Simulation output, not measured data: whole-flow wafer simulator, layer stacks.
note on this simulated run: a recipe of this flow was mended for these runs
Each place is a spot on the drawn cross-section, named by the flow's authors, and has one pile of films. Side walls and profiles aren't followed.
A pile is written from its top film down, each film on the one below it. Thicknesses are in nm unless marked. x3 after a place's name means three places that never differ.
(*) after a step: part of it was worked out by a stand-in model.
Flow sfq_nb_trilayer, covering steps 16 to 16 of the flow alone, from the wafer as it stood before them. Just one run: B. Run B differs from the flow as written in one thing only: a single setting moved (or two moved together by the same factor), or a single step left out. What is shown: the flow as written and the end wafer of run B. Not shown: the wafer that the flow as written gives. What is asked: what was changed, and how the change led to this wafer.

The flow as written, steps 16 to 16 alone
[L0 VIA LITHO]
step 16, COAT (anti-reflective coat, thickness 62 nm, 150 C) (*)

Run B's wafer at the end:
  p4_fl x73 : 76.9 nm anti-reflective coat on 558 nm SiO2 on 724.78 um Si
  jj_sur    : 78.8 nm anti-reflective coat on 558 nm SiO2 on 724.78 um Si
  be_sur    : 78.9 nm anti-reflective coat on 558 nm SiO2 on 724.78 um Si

The reason: step 16, COAT: thickness 76.9 nm was run, while the flow as written has thickness 62 nm.
The wafer lets one read it off: p4_fl x73 has anti-reflective coat 76.9, and step 16 as written asks for 62 nm.

How this came from the change, step by step:
  step 16, COAT (anti-reflective coat, thickness 62 nm, 150 C) (*)
      p4_fl x73: anti-reflective coat gains 76.9 (new film) (in the flow as written it would be: anti-reflective coat gains 62 (new film))
      jj_sur, ce_l, c5j, ce_r, sp_r, be_r, r_sur, res: anti-reflective coat gains 78.8 (new film) (in the flow as written it would be: anti-reflective coat gains 63.8 (new film))
      (also at 25 further places)
